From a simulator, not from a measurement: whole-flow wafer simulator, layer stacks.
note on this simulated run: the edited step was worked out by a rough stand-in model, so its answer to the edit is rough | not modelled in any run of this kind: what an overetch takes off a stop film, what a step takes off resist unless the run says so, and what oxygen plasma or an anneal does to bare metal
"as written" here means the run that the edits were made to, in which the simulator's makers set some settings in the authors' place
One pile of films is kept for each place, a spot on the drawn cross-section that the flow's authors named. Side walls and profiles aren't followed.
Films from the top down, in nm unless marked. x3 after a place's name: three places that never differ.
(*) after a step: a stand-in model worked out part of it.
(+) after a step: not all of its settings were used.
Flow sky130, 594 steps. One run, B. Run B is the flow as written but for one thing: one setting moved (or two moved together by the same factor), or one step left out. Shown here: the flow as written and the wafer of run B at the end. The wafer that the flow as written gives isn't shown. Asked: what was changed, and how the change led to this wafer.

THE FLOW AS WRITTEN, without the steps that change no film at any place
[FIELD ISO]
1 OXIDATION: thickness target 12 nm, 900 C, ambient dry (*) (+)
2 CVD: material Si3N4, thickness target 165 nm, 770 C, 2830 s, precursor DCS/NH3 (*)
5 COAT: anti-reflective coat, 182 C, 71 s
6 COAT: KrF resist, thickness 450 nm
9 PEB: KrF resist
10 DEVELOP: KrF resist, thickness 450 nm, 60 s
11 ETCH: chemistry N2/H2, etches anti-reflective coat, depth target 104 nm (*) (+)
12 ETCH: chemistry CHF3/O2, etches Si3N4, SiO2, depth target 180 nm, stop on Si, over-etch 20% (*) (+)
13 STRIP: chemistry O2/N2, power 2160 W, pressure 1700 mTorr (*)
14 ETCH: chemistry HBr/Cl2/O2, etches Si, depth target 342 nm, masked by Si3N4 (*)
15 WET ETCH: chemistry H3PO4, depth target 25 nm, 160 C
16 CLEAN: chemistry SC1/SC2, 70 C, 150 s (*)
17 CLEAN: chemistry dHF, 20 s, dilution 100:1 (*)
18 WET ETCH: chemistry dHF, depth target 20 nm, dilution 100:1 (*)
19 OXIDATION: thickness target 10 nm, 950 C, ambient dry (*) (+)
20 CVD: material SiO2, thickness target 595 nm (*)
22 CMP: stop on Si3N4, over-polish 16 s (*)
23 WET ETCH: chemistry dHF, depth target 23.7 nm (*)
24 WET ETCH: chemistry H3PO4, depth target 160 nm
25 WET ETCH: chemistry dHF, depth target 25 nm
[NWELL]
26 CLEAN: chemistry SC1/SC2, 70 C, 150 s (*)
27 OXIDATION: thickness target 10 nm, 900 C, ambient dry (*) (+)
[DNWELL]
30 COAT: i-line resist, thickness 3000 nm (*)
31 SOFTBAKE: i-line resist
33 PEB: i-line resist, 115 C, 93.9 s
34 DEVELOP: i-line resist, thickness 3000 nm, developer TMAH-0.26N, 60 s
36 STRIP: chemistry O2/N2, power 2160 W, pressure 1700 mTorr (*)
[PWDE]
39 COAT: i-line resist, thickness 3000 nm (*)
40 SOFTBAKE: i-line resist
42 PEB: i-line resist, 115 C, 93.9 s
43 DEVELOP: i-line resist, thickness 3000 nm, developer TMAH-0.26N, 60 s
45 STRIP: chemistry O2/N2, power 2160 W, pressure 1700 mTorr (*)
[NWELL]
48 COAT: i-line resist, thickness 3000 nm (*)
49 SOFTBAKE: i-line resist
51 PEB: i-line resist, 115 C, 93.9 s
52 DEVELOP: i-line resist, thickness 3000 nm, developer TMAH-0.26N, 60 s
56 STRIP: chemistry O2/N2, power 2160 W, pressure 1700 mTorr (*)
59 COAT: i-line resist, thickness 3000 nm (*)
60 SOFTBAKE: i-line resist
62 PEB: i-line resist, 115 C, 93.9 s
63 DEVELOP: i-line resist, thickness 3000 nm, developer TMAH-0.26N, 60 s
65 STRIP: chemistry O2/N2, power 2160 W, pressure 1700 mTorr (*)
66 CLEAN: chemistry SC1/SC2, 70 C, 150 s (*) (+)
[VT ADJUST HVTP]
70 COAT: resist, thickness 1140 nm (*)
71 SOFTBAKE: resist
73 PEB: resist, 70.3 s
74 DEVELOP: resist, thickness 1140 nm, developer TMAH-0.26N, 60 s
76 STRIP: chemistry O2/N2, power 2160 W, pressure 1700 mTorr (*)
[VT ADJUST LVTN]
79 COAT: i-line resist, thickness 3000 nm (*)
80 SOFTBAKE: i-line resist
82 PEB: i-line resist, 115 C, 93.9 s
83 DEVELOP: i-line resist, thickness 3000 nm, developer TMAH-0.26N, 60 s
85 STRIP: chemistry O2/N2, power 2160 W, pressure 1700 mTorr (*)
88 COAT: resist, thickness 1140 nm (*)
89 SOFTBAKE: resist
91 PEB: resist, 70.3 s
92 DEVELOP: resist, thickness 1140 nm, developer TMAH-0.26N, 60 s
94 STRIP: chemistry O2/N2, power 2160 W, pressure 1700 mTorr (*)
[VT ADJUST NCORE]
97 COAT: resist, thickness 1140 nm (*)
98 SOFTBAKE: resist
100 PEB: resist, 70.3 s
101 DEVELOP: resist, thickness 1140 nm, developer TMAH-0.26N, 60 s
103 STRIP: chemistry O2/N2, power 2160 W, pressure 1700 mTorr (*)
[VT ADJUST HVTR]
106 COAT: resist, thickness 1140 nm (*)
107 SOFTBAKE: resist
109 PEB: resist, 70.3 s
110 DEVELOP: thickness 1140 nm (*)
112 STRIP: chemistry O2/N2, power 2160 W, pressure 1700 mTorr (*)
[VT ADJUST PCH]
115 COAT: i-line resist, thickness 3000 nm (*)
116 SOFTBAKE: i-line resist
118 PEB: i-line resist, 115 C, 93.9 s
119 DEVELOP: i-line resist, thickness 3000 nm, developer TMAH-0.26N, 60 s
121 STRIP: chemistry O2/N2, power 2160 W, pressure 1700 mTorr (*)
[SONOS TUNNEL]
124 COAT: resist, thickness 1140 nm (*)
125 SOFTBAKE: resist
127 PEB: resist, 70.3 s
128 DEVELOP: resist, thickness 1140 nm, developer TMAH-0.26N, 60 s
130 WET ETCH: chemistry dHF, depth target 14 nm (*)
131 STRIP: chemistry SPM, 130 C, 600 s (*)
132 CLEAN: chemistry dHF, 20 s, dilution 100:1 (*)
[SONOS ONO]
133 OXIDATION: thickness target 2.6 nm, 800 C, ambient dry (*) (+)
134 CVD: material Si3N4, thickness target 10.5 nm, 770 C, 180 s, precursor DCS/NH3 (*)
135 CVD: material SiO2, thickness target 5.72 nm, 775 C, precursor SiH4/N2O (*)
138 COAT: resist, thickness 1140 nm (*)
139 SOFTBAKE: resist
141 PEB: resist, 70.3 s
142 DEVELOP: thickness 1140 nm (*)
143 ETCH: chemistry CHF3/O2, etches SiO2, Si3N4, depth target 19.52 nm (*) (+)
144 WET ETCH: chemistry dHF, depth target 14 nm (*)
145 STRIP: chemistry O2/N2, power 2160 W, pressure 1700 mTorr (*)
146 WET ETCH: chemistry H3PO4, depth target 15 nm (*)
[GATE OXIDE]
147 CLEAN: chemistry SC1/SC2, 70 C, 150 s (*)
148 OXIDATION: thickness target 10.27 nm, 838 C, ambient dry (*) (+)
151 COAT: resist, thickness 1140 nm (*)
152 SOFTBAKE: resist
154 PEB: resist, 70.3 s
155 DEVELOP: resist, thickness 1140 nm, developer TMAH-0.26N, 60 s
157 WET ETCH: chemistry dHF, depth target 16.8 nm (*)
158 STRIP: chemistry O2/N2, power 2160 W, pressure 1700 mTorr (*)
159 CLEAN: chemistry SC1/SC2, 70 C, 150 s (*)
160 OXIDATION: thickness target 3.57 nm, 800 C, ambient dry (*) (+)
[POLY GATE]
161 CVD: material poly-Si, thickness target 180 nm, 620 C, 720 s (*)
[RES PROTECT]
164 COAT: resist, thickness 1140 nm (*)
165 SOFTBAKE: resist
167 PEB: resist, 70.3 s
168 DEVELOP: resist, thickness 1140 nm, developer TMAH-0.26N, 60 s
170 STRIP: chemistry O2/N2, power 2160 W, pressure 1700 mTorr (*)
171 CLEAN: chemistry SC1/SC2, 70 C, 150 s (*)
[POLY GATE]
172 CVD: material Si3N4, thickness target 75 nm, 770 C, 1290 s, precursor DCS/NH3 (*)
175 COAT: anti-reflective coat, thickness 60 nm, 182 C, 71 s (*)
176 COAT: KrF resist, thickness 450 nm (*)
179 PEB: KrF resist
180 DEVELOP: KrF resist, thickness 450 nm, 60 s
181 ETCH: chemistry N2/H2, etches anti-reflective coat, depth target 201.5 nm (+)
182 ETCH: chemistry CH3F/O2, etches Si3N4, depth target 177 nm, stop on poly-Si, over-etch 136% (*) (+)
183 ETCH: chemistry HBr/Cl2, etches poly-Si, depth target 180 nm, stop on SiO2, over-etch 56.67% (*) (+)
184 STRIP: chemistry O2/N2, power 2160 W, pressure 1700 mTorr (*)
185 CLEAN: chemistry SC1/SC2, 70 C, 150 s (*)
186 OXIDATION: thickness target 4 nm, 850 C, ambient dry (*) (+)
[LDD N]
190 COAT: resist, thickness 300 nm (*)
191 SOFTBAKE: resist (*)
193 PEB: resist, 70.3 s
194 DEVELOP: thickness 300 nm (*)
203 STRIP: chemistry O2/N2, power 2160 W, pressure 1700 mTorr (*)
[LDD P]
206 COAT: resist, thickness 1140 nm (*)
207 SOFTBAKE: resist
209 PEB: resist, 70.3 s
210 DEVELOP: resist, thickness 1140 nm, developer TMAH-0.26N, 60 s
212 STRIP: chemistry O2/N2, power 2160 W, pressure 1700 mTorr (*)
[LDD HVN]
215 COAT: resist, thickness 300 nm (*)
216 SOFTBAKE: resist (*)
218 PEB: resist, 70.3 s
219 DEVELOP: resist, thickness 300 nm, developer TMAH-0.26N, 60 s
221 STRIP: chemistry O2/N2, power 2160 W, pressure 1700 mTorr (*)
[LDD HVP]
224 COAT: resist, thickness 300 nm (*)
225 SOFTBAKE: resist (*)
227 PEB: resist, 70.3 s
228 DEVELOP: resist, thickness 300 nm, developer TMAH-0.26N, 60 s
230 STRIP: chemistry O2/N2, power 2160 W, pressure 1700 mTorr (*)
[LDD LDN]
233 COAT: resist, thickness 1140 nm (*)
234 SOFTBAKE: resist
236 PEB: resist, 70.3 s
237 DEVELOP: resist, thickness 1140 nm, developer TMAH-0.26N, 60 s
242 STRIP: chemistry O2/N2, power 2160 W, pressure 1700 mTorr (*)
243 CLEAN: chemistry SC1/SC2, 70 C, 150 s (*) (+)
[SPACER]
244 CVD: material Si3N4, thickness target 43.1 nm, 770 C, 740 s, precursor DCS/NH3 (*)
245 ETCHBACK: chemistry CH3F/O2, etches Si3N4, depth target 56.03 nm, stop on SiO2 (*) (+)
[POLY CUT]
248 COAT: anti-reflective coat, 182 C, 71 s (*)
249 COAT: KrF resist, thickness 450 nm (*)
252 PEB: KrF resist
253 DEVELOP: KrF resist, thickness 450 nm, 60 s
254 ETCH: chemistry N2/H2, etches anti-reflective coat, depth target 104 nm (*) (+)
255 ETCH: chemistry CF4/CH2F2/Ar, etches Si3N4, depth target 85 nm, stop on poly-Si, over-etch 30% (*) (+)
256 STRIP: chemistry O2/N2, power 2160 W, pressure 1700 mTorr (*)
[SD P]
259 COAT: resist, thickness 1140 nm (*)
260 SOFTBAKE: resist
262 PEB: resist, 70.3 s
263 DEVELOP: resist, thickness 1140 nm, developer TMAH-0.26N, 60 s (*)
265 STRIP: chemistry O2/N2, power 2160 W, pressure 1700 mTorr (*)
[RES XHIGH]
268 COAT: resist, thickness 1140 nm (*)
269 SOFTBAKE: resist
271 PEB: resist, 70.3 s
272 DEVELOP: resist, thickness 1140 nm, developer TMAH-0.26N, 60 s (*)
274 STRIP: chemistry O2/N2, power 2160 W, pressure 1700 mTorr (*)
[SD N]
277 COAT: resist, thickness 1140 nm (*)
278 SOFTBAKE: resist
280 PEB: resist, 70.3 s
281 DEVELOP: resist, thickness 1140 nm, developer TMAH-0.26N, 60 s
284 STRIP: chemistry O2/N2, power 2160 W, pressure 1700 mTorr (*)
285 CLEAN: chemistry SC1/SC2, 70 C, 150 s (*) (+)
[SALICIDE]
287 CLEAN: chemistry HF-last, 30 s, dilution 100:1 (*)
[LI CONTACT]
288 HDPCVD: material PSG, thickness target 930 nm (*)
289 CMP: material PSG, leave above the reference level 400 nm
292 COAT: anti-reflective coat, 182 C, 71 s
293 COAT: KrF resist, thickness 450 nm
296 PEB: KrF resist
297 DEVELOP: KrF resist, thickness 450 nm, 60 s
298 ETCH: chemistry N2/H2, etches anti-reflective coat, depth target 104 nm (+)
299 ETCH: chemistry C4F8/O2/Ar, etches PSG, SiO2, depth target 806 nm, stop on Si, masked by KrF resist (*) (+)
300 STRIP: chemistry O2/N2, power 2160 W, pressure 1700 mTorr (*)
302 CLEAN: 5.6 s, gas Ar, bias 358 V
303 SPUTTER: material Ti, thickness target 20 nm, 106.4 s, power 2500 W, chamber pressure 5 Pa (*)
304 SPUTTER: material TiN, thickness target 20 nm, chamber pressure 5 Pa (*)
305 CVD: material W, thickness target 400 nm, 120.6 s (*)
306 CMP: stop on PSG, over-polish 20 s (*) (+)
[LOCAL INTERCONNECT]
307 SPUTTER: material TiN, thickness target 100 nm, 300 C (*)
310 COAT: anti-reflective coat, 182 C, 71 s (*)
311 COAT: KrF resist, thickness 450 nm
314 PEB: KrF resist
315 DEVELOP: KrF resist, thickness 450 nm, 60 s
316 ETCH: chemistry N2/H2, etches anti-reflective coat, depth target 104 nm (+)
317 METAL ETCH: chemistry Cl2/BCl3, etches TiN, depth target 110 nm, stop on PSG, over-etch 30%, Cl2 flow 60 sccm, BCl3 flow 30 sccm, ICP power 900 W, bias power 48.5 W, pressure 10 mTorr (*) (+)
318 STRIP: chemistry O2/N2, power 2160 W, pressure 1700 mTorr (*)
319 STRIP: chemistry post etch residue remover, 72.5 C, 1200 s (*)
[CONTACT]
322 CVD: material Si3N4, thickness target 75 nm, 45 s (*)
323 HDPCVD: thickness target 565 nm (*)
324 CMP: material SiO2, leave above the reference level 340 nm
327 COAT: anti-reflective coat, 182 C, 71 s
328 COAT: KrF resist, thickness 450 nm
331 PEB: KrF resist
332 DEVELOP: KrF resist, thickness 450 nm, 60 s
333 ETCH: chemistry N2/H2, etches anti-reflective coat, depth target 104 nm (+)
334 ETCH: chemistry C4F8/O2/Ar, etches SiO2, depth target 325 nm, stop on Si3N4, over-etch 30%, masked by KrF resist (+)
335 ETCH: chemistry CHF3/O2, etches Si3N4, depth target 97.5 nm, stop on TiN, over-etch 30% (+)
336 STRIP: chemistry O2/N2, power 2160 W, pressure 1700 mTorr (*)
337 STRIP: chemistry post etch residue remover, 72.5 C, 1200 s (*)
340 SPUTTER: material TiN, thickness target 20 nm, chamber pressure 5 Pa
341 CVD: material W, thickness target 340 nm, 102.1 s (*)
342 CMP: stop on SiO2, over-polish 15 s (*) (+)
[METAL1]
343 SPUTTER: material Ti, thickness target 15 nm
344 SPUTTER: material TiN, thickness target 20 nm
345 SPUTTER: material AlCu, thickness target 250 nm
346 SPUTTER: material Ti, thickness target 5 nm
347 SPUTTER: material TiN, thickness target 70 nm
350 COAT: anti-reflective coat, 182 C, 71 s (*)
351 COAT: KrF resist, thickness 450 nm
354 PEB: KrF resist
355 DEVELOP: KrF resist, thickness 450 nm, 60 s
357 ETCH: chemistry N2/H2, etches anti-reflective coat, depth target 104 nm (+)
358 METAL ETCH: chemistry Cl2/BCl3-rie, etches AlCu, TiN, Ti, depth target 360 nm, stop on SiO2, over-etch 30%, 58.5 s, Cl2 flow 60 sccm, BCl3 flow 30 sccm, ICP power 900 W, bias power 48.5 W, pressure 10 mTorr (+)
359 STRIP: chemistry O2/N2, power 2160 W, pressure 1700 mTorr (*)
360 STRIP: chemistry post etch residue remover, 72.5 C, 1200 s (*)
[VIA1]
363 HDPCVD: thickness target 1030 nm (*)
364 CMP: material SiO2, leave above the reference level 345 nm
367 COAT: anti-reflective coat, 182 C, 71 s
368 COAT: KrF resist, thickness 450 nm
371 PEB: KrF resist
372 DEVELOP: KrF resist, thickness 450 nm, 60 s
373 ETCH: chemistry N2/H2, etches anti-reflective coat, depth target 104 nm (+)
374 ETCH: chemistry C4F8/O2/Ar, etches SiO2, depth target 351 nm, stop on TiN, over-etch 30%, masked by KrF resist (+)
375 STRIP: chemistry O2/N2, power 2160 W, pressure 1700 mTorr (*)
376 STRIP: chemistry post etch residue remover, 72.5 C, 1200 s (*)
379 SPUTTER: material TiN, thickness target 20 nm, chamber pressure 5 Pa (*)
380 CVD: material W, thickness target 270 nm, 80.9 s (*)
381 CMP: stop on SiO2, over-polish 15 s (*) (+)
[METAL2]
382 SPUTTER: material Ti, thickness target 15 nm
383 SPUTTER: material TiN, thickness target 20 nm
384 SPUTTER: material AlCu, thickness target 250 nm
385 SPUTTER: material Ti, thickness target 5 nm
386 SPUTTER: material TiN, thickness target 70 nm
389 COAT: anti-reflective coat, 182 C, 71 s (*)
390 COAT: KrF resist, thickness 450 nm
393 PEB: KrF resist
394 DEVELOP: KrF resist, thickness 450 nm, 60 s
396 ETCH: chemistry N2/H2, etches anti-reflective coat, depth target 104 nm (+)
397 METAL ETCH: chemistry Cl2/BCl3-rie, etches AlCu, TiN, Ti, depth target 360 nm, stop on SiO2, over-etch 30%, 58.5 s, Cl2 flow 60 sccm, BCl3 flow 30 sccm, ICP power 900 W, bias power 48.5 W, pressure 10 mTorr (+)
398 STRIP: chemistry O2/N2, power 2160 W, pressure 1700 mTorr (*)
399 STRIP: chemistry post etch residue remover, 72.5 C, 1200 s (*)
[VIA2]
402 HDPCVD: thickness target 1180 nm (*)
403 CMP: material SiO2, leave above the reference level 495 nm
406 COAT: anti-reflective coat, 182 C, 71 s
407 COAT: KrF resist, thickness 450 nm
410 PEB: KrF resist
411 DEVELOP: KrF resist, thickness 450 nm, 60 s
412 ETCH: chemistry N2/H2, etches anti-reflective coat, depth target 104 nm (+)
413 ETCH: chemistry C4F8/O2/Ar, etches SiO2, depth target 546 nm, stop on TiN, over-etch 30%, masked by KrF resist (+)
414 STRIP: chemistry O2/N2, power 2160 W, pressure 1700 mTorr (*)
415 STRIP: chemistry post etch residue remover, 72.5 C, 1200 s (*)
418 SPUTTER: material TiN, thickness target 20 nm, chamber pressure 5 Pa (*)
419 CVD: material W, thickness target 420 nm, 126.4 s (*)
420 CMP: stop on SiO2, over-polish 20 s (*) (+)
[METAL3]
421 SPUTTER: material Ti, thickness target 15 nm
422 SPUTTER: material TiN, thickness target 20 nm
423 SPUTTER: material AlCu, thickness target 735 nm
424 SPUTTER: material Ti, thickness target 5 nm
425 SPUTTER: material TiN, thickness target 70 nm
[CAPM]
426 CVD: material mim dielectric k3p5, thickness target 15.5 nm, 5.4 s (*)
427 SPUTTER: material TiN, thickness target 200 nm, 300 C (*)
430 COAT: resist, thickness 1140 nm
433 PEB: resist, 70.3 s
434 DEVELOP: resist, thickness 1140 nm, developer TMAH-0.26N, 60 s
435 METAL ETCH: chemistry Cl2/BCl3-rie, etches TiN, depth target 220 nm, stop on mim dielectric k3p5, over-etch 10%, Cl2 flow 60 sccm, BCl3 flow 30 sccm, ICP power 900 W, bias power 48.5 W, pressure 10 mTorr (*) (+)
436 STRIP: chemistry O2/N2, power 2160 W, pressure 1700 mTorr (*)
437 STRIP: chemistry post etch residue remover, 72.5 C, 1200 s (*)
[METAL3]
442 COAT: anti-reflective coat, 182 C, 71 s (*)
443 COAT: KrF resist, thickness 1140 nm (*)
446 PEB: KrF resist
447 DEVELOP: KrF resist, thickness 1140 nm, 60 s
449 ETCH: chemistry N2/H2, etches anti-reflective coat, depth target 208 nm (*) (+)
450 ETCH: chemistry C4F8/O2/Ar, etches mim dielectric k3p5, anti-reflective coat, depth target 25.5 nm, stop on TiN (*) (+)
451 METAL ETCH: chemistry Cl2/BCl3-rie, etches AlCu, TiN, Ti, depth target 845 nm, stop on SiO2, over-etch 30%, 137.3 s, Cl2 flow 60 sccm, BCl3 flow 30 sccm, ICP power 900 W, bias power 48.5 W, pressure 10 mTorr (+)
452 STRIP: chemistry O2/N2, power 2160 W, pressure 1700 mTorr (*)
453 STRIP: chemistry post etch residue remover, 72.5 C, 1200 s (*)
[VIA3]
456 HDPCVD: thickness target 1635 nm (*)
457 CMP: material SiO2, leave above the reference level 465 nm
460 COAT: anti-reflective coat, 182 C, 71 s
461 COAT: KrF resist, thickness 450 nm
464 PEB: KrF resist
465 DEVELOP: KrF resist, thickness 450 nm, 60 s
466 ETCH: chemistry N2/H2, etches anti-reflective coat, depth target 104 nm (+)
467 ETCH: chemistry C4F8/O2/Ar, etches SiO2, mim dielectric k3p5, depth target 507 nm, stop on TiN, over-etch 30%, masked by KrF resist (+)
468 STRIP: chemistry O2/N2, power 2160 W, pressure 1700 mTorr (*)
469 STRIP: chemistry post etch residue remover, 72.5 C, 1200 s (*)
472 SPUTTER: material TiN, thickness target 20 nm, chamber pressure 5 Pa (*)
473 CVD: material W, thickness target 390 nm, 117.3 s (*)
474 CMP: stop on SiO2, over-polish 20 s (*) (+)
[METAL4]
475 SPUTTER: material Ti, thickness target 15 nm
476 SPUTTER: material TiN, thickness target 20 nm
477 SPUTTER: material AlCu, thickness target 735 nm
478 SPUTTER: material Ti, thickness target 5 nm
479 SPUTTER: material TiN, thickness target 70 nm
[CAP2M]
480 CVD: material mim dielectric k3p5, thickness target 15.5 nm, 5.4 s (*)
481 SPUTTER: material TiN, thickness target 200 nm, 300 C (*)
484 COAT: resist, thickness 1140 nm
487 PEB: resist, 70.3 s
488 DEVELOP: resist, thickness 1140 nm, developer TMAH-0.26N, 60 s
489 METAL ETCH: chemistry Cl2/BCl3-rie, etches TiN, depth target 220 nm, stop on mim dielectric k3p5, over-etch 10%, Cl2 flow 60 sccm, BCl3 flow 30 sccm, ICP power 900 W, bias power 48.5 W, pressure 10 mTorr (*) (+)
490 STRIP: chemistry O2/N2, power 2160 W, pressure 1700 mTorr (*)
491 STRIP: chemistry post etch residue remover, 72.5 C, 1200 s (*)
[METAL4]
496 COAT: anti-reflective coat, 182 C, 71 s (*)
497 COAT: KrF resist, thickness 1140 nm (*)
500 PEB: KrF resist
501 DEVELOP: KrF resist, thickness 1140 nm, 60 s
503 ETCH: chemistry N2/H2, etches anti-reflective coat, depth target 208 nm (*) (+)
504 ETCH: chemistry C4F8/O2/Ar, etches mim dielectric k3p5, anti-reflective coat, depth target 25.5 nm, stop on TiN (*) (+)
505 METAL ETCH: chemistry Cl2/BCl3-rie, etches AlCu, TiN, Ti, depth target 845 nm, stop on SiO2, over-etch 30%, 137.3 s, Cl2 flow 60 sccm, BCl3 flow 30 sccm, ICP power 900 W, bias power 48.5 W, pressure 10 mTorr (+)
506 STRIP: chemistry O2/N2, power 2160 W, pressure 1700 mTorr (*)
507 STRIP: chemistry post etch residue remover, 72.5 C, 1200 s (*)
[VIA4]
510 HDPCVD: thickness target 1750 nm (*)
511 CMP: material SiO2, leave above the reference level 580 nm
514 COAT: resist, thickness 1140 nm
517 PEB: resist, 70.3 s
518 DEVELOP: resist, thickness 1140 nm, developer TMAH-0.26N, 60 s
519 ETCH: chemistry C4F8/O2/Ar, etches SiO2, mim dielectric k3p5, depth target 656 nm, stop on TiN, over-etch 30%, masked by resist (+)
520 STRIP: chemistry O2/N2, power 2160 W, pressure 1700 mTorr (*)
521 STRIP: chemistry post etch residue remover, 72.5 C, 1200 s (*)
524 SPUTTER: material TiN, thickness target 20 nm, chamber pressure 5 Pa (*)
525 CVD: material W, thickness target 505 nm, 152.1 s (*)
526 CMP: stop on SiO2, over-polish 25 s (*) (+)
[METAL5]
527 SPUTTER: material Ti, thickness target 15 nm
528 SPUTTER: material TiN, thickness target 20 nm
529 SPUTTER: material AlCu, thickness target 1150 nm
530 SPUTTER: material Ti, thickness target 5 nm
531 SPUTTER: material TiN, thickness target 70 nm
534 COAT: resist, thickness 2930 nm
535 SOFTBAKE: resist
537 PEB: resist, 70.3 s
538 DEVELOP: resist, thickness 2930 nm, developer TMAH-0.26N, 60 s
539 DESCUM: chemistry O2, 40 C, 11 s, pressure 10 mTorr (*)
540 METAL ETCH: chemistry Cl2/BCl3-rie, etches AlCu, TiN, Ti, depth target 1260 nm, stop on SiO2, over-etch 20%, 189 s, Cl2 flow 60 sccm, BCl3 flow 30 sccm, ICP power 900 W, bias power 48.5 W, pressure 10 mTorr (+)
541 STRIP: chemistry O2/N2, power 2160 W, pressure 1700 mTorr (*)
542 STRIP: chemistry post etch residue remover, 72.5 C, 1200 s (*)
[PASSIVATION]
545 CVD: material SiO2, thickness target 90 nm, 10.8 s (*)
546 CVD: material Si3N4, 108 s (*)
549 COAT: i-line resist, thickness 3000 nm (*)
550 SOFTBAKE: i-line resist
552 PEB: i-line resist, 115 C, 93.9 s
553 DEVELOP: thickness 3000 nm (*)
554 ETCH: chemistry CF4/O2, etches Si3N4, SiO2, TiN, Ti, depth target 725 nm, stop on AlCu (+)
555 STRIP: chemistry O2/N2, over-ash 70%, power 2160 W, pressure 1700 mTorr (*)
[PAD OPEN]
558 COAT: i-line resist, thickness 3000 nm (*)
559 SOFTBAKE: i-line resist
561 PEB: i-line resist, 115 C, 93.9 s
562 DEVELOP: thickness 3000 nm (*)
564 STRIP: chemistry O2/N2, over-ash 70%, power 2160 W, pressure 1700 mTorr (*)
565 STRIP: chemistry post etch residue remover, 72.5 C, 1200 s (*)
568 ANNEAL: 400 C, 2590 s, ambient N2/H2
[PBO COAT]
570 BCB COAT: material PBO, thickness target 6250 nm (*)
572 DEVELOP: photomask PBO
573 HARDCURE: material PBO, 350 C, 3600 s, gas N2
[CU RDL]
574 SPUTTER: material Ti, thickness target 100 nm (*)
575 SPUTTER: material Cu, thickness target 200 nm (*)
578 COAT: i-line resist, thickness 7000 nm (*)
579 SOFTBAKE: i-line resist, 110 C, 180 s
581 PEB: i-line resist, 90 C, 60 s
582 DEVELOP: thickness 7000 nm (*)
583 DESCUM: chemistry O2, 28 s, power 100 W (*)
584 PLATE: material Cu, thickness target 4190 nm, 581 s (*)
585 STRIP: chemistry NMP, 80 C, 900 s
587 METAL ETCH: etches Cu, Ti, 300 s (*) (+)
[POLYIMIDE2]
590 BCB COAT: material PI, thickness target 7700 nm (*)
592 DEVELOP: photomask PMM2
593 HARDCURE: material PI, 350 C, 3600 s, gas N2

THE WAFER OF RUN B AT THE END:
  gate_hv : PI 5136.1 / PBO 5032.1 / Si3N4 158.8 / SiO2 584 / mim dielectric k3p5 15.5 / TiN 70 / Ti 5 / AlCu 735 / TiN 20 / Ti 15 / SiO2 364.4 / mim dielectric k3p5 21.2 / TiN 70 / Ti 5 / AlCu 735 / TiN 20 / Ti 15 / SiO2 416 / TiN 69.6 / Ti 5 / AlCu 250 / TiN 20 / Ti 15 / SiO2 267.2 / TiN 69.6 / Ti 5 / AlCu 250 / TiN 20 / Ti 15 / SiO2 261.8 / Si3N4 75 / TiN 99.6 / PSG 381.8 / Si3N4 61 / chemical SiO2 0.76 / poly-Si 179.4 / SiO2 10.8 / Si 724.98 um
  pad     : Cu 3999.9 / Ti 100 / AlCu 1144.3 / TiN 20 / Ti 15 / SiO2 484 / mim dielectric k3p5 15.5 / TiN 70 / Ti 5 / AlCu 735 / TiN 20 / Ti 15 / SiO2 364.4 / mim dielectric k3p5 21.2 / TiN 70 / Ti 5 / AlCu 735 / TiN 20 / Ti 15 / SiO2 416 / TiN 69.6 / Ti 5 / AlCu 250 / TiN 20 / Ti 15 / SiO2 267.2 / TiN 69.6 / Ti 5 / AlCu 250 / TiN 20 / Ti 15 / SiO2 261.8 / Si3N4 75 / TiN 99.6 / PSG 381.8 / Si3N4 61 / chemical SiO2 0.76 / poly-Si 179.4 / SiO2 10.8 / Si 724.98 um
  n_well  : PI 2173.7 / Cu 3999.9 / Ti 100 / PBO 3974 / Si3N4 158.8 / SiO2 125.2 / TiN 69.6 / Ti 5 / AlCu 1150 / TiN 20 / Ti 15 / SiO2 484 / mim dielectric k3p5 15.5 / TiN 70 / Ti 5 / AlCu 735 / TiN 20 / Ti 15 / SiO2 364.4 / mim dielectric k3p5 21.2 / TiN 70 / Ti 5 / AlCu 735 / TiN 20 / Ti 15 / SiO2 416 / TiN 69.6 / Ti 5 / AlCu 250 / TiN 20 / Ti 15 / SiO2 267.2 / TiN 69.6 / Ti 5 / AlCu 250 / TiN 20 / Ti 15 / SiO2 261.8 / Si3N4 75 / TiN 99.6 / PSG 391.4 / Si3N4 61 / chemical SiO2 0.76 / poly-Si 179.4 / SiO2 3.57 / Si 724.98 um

The cause: step 426, CVD: thickness target 21.2 nm was run, where the flow has thickness target 15.5 nm; step 426, CVD: 7.4 s was run, where the flow has 5.4 s.
It can be read off the wafer: gate_hv has mim dielectric k3p5 21.2, and step 426 as written asks for 15.5 nm.

How the change led to this, step by step:
  426 CVD: material mim dielectric k3p5, thickness target 15.5 nm, 5.4 s (*)
      field, active, n_well and 188 more: mim dielectric k3p5 +21.2 (new film) (as written it would be: mim dielectric k3p5 +15.5 (new film))
  450 ETCH: chemistry C4F8/O2/Ar, etches mim dielectric k3p5, anti-reflective coat, depth target 25.5 nm, stop on TiN (*) (+)
      n_well, p_well, gate_hv and 104 more: KrF resist -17 (as written it would be: KrF resist -15.5)
      field, active, gate and 82 more: mim dielectric k3p5 -21.2 (all of it) (as written it would be: mim dielectric k3p5 -15.5 (all of it))
  467 ETCH: chemistry C4F8/O2/Ar, etches SiO2, mim dielectric k3p5, depth target 507 nm, stop on TiN, over-etch 30%, masked by KrF resist (+)
      m1: SiO2 -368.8 (all of it), mim dielectric k3p5 -21.2 (all of it) (as written it would be: SiO2 -374.5 (all of it), mim dielectric k3p5 -15.5 (all of it))
      via3_hole: SiO2 -368.2 (all of it), mim dielectric k3p5 -21.2 (all of it) (as written it would be: SiO2 -373.9 (all of it), mim dielectric k3p5 -15.5 (all of it))
